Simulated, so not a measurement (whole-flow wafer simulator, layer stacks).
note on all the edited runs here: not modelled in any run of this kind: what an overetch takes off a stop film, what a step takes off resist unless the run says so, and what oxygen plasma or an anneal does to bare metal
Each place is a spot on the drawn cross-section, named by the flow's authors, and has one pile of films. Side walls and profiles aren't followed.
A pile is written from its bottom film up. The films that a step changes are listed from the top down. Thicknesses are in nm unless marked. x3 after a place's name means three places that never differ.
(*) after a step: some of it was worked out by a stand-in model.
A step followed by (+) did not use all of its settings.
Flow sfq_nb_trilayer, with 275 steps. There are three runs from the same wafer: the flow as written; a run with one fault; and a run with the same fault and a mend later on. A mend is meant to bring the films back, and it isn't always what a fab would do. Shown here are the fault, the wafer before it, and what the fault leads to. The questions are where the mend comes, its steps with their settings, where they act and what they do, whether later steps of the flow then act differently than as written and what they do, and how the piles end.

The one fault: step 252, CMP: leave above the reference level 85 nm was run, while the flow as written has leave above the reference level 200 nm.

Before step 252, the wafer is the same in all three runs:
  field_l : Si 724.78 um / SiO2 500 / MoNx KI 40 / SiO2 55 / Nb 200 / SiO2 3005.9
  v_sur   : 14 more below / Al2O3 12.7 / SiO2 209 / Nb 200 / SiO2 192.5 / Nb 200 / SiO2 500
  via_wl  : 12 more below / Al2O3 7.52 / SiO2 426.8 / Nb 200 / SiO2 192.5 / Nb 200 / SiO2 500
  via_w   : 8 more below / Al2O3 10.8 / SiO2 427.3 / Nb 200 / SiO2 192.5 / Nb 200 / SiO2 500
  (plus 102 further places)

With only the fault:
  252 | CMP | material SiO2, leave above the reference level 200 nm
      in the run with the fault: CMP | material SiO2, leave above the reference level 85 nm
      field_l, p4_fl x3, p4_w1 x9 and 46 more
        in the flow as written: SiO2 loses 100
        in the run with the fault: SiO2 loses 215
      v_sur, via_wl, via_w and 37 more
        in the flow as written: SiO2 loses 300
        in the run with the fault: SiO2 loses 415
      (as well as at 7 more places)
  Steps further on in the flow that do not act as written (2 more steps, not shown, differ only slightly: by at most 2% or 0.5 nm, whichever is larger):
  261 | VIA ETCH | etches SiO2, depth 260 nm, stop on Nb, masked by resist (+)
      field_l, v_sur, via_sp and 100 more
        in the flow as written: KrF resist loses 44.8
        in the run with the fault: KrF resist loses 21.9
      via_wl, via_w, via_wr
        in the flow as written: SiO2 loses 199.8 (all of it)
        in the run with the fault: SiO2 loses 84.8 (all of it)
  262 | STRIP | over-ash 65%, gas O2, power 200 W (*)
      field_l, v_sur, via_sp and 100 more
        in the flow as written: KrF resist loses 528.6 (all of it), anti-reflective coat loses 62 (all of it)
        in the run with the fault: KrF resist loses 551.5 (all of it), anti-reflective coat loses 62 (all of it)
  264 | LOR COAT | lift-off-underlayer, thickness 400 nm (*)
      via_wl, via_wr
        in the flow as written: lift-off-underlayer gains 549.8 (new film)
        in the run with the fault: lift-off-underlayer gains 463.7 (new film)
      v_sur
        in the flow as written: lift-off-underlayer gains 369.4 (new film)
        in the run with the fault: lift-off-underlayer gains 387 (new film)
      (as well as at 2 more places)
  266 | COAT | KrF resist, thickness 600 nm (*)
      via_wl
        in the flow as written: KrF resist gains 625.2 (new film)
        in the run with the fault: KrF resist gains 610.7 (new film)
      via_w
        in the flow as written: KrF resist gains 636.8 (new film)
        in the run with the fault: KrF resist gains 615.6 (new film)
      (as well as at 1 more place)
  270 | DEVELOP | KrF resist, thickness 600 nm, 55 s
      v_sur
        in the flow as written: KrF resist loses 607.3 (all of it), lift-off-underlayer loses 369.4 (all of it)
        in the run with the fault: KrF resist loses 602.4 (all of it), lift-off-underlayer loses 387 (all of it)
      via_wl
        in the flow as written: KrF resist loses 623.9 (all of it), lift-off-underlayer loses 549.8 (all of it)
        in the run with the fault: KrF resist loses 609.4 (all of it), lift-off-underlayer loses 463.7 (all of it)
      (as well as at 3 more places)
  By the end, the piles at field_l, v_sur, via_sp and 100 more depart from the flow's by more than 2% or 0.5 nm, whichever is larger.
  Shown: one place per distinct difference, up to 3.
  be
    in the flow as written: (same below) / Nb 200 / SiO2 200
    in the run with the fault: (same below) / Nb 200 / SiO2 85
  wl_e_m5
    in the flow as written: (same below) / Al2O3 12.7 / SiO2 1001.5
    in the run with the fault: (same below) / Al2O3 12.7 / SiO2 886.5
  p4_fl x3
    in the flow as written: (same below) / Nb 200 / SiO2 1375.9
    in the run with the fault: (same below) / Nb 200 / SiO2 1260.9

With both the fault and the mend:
  After step 253 comes the mend.
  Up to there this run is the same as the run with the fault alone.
  253a | PECVD | material SiO2, thickness 115 nm, 150 C, 25.56 s, RF power 183.3 W, pressure 2.4 Torr, precursor SiH4/N2O (the flow's step 251, run once more with other settings)
      field_l, v_sur, via_wl and 103 more
        SiO2 gains 115
  None of the later steps of the flow acts differently than as written at any place that is followed.
  At every place that both follow, the piles at the end match the flow's.
